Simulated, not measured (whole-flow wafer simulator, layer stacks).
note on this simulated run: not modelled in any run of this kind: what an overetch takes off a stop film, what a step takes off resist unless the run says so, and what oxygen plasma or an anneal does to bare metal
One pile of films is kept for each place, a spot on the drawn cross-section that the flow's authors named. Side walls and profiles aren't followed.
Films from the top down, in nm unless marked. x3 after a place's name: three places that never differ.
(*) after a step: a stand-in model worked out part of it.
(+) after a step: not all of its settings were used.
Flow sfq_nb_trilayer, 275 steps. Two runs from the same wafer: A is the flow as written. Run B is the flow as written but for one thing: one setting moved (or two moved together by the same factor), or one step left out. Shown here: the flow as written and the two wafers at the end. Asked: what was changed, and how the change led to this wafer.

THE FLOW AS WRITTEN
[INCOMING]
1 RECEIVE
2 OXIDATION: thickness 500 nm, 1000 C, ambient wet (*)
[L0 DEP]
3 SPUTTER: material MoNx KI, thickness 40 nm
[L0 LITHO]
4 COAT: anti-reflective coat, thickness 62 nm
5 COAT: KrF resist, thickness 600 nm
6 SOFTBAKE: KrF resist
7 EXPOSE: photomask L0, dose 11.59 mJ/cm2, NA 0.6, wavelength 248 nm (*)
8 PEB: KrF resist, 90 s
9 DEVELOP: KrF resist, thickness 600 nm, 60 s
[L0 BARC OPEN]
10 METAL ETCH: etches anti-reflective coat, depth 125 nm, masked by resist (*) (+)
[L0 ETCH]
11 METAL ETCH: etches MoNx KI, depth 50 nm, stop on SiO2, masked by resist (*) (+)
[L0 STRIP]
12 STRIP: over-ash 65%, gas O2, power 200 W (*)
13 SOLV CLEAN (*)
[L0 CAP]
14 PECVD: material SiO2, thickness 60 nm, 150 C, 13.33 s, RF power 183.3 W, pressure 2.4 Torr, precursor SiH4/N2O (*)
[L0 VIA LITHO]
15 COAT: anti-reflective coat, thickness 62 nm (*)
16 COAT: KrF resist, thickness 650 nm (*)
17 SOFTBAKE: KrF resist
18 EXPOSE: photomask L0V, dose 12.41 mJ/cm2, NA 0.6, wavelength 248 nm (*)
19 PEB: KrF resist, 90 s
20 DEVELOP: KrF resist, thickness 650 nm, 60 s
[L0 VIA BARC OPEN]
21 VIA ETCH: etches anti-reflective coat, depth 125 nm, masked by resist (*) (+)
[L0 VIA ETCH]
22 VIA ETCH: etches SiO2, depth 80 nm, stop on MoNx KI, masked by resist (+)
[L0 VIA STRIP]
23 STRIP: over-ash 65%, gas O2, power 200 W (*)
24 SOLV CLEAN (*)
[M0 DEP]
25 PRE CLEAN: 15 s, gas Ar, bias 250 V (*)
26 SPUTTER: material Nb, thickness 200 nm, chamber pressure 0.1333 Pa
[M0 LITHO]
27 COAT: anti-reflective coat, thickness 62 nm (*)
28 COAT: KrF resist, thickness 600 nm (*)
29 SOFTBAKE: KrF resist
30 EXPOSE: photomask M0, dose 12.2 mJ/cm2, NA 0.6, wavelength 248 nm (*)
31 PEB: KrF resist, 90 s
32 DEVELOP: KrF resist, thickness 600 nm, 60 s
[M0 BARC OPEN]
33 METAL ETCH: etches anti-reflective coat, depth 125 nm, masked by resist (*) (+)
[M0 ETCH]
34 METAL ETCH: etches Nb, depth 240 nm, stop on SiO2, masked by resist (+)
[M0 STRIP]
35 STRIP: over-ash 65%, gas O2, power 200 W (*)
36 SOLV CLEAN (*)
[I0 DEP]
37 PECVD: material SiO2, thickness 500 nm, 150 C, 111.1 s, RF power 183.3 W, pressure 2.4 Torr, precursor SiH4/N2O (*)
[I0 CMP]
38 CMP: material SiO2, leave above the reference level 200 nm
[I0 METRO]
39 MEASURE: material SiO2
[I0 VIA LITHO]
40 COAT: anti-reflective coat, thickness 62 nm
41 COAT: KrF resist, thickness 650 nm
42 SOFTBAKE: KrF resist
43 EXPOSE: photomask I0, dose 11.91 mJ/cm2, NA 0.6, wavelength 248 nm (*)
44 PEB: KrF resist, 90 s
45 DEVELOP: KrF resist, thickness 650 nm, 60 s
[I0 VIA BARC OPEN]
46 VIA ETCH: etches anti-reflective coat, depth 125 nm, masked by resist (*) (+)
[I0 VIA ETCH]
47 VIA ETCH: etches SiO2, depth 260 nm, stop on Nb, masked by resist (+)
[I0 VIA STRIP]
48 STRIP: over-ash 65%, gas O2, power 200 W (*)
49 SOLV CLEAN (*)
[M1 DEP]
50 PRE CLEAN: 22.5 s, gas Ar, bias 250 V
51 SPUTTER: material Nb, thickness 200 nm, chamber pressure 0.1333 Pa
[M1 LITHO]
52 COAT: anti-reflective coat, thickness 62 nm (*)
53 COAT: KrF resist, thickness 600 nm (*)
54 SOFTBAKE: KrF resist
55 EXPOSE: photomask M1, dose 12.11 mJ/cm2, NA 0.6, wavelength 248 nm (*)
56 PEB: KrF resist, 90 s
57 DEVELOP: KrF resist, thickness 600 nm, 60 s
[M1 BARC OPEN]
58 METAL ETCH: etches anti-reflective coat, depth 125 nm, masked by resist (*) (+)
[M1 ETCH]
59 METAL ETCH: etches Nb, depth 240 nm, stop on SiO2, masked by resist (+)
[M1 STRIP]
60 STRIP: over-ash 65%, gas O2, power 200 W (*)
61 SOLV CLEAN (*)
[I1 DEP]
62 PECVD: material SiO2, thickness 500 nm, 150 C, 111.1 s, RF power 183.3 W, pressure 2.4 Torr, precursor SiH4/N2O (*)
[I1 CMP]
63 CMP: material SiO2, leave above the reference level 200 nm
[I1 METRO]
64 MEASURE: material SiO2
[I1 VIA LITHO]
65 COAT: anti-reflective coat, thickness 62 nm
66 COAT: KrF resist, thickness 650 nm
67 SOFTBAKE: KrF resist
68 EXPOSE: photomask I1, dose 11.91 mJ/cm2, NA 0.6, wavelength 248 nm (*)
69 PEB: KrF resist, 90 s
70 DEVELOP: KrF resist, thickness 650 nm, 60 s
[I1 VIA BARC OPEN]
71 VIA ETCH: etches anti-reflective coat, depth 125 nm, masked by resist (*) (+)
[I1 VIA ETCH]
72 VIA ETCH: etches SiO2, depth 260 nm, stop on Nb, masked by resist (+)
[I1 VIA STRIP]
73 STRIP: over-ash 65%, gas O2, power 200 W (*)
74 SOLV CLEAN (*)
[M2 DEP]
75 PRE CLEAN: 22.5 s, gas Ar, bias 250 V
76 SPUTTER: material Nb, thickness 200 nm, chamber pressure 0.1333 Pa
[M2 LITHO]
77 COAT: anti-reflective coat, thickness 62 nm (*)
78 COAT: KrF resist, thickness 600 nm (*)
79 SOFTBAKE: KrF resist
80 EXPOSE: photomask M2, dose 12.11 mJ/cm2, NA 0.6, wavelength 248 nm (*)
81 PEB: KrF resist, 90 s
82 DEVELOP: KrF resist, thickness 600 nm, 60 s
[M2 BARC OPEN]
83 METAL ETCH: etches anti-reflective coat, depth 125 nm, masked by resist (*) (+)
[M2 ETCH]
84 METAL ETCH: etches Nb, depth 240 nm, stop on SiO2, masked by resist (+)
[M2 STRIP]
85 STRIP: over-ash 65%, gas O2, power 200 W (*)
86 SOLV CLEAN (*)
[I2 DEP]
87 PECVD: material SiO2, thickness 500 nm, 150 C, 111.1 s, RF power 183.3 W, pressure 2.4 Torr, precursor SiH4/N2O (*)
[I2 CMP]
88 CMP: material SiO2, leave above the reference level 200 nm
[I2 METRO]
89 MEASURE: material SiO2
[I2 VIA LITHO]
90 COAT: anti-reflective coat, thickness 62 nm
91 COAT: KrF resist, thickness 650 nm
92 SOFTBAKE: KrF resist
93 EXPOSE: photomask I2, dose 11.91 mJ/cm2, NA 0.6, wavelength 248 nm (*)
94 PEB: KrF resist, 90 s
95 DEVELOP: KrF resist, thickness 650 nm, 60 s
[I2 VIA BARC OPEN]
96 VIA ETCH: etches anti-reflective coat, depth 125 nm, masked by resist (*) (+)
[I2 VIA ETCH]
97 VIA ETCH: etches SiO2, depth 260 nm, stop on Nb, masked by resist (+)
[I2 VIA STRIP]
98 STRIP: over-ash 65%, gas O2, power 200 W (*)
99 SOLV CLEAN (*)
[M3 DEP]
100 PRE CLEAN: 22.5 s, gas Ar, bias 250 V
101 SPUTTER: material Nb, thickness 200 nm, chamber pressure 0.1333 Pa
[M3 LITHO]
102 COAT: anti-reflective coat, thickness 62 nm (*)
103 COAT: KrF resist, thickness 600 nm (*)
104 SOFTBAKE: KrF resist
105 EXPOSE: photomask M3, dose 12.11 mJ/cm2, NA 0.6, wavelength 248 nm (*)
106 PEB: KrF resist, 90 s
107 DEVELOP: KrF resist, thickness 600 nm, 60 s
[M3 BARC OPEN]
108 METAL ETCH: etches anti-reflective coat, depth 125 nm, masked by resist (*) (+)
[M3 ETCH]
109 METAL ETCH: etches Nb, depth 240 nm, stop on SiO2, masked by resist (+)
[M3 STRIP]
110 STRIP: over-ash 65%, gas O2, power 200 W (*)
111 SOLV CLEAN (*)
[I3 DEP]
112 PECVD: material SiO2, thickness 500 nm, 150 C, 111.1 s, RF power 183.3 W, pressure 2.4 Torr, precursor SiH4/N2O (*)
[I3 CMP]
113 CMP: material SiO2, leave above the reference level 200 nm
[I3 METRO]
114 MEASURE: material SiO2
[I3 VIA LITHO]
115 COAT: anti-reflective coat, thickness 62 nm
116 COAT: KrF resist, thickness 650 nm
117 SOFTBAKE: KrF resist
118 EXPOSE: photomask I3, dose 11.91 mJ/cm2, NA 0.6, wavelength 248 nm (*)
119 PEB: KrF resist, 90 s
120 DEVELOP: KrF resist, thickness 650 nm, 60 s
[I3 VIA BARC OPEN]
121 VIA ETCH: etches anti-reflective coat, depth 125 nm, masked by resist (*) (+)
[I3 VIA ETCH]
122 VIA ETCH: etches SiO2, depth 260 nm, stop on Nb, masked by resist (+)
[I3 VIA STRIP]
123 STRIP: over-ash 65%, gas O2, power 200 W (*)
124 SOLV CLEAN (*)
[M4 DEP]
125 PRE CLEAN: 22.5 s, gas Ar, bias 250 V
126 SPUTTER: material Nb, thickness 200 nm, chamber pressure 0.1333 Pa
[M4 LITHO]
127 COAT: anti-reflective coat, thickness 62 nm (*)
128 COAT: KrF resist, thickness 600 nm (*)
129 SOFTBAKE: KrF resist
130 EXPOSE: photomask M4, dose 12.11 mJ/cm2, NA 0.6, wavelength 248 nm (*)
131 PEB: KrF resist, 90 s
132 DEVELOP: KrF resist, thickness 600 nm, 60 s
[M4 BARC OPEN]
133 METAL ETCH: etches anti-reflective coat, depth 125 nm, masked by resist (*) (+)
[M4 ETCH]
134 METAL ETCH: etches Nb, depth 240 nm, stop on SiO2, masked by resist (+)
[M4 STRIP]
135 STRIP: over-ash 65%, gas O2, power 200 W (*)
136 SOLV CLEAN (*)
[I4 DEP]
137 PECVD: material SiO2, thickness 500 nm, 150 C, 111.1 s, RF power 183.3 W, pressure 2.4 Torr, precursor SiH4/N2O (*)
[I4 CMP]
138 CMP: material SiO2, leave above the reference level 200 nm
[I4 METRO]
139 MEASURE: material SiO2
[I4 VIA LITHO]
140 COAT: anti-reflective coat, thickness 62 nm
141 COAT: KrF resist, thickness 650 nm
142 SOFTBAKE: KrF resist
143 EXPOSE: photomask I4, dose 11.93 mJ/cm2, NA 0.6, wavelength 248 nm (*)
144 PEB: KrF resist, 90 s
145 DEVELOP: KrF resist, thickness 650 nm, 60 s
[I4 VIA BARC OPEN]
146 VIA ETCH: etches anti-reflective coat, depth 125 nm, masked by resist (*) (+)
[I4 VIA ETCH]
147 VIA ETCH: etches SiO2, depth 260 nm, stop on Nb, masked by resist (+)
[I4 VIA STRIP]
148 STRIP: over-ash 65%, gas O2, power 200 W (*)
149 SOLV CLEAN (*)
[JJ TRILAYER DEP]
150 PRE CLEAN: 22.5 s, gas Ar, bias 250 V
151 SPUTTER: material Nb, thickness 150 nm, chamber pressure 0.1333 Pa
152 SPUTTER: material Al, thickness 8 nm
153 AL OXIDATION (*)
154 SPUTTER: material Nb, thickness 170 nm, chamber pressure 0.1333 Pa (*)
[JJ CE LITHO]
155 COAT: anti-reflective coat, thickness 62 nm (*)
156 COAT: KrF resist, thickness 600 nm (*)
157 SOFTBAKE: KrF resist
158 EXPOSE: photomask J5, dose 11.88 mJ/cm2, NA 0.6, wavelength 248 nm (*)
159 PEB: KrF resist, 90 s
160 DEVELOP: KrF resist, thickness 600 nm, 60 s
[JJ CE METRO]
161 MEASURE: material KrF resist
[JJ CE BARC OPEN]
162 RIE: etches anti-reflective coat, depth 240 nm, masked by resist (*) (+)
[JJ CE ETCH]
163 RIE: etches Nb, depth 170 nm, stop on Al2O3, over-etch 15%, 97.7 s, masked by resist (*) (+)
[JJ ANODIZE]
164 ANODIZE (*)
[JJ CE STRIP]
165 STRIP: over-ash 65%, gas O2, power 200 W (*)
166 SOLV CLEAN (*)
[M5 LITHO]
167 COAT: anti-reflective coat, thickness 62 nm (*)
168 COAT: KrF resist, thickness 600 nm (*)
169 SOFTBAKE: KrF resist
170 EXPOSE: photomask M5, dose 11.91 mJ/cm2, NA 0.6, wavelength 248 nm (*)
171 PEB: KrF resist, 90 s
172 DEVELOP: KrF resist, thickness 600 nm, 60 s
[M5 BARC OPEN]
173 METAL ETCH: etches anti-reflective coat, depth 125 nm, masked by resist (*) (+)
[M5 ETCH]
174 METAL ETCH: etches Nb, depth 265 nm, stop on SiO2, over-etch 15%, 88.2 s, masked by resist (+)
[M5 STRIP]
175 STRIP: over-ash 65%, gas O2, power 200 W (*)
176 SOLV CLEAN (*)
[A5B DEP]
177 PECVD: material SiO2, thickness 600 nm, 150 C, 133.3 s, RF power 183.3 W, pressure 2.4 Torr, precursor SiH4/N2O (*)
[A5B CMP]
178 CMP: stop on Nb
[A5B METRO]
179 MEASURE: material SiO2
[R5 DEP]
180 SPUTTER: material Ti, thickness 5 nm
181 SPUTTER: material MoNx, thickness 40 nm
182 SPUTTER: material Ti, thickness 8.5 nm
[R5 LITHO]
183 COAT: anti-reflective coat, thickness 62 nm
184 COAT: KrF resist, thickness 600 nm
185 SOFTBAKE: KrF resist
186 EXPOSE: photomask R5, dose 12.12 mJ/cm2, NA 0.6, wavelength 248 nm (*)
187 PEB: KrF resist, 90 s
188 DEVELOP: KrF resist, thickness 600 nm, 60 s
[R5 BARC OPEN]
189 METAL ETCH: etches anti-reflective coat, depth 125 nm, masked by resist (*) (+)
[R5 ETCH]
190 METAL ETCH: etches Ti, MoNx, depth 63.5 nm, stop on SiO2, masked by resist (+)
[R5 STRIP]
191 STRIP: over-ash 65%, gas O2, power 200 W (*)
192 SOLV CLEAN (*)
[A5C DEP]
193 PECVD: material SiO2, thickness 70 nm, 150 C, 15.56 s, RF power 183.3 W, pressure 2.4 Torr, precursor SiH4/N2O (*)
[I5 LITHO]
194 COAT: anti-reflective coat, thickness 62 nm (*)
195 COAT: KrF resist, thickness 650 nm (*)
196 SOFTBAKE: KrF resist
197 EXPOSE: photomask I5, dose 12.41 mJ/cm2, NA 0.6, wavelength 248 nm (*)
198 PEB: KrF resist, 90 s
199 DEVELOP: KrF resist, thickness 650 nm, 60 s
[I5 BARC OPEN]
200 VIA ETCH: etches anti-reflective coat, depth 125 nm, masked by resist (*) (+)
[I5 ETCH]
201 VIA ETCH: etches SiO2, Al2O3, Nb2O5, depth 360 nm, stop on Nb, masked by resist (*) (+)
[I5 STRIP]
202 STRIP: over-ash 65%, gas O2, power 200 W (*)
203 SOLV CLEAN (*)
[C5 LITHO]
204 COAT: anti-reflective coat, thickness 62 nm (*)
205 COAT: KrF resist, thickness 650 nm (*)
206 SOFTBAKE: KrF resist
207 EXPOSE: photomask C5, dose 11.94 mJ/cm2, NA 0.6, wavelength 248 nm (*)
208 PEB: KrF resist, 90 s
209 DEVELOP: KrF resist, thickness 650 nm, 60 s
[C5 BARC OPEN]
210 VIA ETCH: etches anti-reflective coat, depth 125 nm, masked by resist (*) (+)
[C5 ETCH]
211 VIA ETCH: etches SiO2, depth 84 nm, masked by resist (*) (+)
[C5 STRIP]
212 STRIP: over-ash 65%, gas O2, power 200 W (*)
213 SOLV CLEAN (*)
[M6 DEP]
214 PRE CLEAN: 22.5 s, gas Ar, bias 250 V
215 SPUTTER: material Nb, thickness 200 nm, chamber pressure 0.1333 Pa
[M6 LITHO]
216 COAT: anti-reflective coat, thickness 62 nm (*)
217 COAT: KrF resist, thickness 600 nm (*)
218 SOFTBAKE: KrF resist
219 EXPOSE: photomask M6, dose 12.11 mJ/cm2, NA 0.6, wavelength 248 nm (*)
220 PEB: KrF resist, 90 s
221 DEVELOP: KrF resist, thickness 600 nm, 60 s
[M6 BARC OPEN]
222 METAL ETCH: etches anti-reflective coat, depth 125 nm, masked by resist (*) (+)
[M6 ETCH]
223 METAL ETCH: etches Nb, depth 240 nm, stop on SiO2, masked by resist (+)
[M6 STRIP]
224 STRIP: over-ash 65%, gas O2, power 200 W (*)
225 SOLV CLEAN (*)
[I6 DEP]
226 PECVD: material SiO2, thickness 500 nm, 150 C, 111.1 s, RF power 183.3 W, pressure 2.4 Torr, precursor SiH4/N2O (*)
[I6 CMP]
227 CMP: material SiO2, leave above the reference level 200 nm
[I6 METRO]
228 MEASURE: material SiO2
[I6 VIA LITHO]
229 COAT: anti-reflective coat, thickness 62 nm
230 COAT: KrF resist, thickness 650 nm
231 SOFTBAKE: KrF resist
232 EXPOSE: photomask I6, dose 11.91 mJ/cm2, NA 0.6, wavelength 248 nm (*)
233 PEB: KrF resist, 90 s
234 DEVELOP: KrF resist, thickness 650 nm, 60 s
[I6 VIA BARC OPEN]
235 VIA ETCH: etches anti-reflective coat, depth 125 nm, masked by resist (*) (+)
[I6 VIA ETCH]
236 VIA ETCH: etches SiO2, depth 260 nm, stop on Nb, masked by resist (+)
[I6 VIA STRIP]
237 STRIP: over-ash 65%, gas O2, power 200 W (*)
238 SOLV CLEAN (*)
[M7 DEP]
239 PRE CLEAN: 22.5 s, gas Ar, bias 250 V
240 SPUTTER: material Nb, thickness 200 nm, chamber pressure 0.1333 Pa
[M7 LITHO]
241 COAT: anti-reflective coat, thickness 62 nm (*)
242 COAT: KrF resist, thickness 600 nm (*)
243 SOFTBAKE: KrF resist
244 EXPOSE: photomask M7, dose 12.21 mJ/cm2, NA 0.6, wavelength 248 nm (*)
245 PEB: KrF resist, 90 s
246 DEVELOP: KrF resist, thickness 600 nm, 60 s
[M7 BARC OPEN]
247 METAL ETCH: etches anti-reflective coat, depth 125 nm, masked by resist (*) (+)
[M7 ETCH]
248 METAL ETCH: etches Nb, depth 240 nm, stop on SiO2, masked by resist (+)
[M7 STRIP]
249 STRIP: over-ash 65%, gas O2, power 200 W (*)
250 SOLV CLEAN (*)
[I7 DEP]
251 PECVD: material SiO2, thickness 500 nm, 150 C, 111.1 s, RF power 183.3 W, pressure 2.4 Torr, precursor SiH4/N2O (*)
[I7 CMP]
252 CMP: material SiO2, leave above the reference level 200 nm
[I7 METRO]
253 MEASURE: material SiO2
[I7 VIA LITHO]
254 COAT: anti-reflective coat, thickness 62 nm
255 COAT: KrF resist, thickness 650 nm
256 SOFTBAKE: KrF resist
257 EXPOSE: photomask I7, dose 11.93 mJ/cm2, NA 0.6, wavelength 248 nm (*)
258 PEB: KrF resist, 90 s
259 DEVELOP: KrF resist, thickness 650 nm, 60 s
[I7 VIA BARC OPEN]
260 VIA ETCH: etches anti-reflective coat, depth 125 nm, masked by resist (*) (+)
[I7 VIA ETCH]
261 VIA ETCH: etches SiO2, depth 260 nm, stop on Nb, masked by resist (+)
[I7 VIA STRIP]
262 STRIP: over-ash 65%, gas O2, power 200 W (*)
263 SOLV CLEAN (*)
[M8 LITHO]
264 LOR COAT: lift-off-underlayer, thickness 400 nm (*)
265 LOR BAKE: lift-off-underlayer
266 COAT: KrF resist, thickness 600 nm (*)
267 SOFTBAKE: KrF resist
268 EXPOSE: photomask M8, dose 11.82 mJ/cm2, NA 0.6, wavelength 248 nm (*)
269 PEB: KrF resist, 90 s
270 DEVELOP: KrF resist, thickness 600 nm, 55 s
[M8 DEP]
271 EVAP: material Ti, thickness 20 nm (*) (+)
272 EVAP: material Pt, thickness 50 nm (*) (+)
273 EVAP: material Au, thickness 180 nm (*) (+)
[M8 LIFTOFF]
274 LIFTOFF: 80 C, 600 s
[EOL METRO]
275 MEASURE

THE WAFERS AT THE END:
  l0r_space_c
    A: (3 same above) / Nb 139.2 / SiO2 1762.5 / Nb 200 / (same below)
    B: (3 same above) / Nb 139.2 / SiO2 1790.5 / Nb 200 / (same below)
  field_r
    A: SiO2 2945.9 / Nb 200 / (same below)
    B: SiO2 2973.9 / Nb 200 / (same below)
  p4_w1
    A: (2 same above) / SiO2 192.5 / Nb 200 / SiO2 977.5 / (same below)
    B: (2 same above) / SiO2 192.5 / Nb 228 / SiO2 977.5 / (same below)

The cause: step 101, SPUTTER: thickness 228 nm was run, where the flow has thickness 200 nm.
It can be read off the wafer: p4_w1 has Nb 228, and step 101 as written asks for 200 nm.

How the change led to this, step by step:
  101 SPUTTER: material Nb, thickness 200 nm, chamber pressure 0.1333 Pa
      field_l, v_sur, via_wl and 102 more: A Nb +200 (new film) | B Nb +228 (new film)
      via_w: A Nb +165.5 | B Nb +189
  102 COAT: anti-reflective coat, thickness 62 nm (*)
      via_wr: A anti-reflective coat +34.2 (new film) | B anti-reflective coat +35 (new film)
  109 METAL ETCH: etches Nb, depth 240 nm, stop on SiO2, masked by resist (+)
      field_l, be, be_sur and 72 more: A Nb -200 (all of it) | B Nb -228 (all of it)
  110 STRIP: over-ash 65%, gas O2, power 200 W (*)
      via_wr: A KrF resist -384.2 (all of it), anti-reflective coat -34.2 (all of it) | B KrF resist -383.1 (all of it), anti-reflective coat -35 (all of it)
  112 PECVD: material SiO2, thickness 500 nm, 150 C, 111.1 s, RF power 183.3 W, pressure 2.4 Torr, precursor SiH4/N2O (*)
      p4_g1, p4_g2, p3_s0, p3_s1, p3_s2, p3_s3, p3_s4, p3_s5: A SiO2 +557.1 | B SiO2 +585.1
  113 CMP: material SiO2, leave above the reference level 200 nm
      field_l, be, be_sur and 64 more: A SiO2 -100 | B SiO2 -72
